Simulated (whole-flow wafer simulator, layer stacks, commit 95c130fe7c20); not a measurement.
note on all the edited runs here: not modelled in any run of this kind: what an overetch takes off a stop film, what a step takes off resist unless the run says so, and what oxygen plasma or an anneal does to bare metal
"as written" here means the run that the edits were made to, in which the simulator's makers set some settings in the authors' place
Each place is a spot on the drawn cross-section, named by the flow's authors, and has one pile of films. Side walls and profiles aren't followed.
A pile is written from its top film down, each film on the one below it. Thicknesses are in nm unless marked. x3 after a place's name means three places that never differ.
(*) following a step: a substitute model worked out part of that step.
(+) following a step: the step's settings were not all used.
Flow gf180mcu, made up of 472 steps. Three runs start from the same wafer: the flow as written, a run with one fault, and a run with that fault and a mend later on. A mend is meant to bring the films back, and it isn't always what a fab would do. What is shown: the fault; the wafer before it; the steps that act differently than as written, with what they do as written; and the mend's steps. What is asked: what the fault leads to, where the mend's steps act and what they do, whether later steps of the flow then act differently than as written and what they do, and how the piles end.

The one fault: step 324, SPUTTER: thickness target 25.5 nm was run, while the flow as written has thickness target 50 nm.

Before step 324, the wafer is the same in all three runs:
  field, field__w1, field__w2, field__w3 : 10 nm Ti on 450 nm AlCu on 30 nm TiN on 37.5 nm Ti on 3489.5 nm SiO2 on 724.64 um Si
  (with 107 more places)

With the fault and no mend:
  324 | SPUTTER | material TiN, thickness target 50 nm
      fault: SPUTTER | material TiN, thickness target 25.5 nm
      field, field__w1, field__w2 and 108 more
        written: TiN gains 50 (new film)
        fault: TiN gains 25.5 (new film)
  Later steps of the flow acting differently than as written (2 other steps are not shown; they differ only slightly, by no more than 2% or 0.5 nm, whichever is larger):
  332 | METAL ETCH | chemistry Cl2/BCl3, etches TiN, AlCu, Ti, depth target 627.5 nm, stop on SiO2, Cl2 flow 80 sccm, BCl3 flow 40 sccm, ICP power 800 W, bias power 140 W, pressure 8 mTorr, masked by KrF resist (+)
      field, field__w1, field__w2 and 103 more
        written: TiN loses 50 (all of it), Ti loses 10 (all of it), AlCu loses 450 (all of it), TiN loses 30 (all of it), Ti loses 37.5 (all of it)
        fault: TiN loses 25.5 (all of it), Ti loses 10 (all of it), AlCu loses 450 (all of it), TiN loses 30 (all of it), Ti loses 37.5 (all of it)
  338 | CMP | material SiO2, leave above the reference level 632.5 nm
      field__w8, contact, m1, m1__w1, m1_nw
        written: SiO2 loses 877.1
        fault: SiO2 loses 852.6
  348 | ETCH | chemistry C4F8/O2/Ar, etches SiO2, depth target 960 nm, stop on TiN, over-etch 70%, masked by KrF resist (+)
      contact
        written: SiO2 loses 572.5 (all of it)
        fault: SiO2 loses 597 (all of it)
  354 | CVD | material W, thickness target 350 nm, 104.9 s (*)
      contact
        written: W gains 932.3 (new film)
        fault: W gains 957 (new film)
  By the end, the piles at field__w8, contact, m1, m1__w1, m1_nw depart from the flow's by more than 2% or 0.5 nm, whichever is larger.
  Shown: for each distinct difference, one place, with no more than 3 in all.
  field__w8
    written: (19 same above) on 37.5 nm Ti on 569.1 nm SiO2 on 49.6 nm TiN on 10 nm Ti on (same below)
    fault: (19 same above) on 37.5 nm Ti on 593.6 nm SiO2 on 25.1 nm TiN on 10 nm Ti on (same below)
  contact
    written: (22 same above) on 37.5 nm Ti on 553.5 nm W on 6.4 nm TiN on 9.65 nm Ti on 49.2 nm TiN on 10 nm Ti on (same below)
    fault: (22 same above) on 37.5 nm Ti on 578.2 nm W on 6.31 nm TiN on 9.52 nm Ti on 24.7 nm TiN on 10 nm Ti on (same below)

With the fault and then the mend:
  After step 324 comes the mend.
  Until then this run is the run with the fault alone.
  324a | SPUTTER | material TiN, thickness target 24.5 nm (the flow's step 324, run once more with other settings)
      field, field__w1, field__w2 and 108 more
        TiN gains 24.5
  Every later step of the flow that is run acts as written at every place that is followed.
  At every place that both follow, the piles at the end match the flow's.
